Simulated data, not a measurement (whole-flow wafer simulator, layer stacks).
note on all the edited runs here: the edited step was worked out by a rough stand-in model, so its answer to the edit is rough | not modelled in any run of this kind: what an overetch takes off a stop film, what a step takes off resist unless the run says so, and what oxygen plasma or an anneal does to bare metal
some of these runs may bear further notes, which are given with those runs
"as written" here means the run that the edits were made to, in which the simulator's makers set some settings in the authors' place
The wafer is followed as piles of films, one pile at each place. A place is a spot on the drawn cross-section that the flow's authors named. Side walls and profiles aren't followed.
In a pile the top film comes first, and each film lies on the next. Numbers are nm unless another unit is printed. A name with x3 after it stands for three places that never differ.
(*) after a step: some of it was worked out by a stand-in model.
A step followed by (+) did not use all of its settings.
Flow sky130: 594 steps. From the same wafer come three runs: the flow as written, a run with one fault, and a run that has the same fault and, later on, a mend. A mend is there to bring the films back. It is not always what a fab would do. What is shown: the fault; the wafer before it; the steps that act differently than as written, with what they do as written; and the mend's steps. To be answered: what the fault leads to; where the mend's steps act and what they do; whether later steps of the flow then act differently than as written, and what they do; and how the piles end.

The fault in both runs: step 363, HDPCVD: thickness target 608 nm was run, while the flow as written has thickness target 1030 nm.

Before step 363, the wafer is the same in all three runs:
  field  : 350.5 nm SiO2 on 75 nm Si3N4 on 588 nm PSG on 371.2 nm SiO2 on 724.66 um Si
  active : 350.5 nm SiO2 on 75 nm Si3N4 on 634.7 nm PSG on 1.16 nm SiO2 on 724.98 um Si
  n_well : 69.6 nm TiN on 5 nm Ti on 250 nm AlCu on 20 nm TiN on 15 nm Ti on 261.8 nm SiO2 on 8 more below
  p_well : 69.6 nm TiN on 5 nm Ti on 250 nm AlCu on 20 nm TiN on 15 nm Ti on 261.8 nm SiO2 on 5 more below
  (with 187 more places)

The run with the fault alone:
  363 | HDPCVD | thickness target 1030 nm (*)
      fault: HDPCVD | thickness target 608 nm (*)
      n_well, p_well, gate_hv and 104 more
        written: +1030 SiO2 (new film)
        fault: +608 SiO2 (new film)
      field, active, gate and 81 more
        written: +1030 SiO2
        fault: +608 SiO2
  Steps further on in the flow that do not act as written (26 other steps are not shown; they differ only slightly, by no more than 2% or 0.5 nm, whichever is larger):
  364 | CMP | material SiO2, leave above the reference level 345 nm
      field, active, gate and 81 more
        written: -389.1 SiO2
        fault: nothing
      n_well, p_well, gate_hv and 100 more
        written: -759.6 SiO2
        fault: -337.6 SiO2
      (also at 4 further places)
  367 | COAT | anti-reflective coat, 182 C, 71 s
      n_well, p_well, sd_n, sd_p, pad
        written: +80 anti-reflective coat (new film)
        fault: +47.2 anti-reflective coat (new film)
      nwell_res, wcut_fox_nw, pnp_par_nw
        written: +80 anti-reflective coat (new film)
        fault: +69.7 anti-reflective coat (new film)
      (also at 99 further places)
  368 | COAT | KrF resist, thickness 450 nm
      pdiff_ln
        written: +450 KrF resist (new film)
        fault: +439.4 KrF resist (new film)
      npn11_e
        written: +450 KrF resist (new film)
        fault: +440.7 KrF resist (new film)
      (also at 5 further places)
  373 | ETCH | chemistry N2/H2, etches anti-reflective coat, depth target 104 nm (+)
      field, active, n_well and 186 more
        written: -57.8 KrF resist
        fault: -44.2 KrF resist
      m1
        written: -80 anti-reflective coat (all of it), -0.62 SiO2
        fault: -60.8 anti-reflective coat (all of it), -0.48 SiO2
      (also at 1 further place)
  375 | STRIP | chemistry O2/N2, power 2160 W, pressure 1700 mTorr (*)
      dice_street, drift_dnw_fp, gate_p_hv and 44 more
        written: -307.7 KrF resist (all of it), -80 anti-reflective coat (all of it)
        fault: -321.2 KrF resist (all of it), -80 anti-reflective coat (all of it)
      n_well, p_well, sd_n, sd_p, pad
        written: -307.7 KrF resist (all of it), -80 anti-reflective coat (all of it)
        fault: -322.8 KrF resist (all of it), -47.2 anti-reflective coat (all of it)
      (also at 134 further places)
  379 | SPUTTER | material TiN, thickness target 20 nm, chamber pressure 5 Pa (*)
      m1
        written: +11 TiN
        fault: +11.6 TiN
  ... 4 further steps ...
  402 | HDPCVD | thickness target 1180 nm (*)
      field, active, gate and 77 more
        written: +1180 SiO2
        fault: +1180 SiO2 (new film)
  By the end, the piles at field, active, gate and 83 more depart from the flow's by more than 2% or 0.5 nm, whichever is larger.
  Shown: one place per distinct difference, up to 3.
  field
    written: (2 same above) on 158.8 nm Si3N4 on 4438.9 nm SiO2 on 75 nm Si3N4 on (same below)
    fault: (2 same above) on 158.8 nm Si3N4 on 3458.7 nm SiO2 on 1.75 nm W on 20 nm TiN on 958.5 nm SiO2 on 75 nm Si3N4 on (same below)
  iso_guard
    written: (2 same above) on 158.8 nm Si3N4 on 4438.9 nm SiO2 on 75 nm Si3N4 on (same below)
    fault: (2 same above) on 158.8 nm Si3N4 on 3458.7 nm SiO2 on 1.76 nm W on 20 nm TiN on 958.5 nm SiO2 on 75 nm Si3N4 on (same below)
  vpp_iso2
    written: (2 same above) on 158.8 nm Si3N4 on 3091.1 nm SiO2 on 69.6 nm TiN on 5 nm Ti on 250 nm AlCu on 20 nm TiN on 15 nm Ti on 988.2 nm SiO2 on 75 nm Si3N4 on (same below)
    fault: (2 same above) on 158.8 nm Si3N4 on 3091.6 nm SiO2 on 69.6 nm TiN on 5 nm Ti on 250 nm AlCu on 20 nm TiN on 15 nm Ti on 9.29 nm W on 20 nm TiN on 958.5 nm SiO2 on 75 nm Si3N4 on (same below)

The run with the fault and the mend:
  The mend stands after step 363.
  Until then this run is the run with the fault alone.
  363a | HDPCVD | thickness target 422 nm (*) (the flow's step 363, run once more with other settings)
      field, active, n_well and 188 more
        +422 SiO2
  Every later step of the flow that is run acts as written at every place that is followed.
  The piles end the same as the flow's at every place that both follow.
